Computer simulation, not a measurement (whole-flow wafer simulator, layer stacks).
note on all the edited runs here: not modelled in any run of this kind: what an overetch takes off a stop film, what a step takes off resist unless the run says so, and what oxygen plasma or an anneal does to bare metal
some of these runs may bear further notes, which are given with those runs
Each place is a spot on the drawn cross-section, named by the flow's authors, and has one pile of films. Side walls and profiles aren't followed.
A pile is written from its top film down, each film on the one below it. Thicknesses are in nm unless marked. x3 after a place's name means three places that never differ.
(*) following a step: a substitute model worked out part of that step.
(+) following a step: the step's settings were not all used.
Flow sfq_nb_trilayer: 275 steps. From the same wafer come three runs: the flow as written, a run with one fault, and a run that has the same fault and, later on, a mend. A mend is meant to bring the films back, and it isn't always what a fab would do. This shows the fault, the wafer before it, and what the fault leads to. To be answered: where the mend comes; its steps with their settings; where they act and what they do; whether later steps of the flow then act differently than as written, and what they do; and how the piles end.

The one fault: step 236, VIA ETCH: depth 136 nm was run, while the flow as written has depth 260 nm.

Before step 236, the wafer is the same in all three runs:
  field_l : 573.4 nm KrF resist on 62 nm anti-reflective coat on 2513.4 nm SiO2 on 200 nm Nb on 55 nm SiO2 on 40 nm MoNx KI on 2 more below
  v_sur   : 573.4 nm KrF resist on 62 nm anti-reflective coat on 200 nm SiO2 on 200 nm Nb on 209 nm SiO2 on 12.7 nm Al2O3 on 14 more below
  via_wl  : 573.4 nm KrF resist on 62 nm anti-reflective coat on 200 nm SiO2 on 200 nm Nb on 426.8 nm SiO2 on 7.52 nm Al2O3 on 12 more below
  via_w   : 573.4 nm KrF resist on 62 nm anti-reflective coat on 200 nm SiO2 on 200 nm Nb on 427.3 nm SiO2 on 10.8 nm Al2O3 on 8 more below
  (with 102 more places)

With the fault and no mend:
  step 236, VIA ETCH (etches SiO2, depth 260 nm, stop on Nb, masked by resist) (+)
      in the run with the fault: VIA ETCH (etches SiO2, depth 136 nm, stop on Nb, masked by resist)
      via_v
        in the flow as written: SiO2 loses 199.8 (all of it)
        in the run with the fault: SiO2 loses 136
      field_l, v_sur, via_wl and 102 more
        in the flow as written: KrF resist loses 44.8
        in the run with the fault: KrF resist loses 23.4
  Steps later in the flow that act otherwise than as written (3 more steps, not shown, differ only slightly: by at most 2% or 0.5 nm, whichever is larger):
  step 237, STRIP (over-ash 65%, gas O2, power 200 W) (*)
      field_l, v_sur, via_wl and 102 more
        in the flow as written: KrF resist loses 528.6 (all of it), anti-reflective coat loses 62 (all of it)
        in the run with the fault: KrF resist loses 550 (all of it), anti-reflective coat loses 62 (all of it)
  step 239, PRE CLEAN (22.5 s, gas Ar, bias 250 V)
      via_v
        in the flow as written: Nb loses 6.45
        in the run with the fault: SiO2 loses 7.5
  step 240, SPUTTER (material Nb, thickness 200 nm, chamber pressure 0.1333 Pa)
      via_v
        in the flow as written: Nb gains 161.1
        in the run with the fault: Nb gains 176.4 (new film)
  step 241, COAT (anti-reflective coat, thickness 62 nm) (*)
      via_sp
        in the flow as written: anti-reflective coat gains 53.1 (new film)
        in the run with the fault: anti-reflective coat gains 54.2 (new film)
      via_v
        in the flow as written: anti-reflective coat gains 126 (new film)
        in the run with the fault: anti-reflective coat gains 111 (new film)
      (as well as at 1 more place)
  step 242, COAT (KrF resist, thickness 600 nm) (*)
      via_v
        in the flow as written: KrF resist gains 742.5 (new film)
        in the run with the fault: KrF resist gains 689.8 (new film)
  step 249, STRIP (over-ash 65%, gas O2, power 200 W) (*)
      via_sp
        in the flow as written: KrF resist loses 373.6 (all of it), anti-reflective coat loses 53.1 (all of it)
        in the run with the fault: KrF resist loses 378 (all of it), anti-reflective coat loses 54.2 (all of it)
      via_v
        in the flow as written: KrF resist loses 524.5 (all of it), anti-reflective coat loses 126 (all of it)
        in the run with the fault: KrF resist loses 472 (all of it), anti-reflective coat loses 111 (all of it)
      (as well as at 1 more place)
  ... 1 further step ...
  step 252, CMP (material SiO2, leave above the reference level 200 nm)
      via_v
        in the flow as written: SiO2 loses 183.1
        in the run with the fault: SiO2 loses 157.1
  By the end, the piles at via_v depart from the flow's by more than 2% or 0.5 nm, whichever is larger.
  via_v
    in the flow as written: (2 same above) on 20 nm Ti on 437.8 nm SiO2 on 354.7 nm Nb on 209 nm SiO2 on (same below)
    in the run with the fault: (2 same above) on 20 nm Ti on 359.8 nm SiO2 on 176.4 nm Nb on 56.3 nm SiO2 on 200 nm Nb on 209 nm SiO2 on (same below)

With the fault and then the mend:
  After step 236 comes the mend.
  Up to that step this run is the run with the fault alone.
  step 236a, VIA ETCH (etches SiO2, depth 124 nm, stop on Nb, masked by resist) (+) (the flow's step 236 again, with other settings)
      field_l, v_sur, via_wl and 102 more
        KrF resist loses 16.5
      via_v
        SiO2 loses 63.8 (all of it)
  None of the later steps of the flow differs from how it acts as written, at any place that is followed, by more than 2% or 0.5 nm, whichever is larger.
  By the end, the piles equal the flow's at every place that both follow.
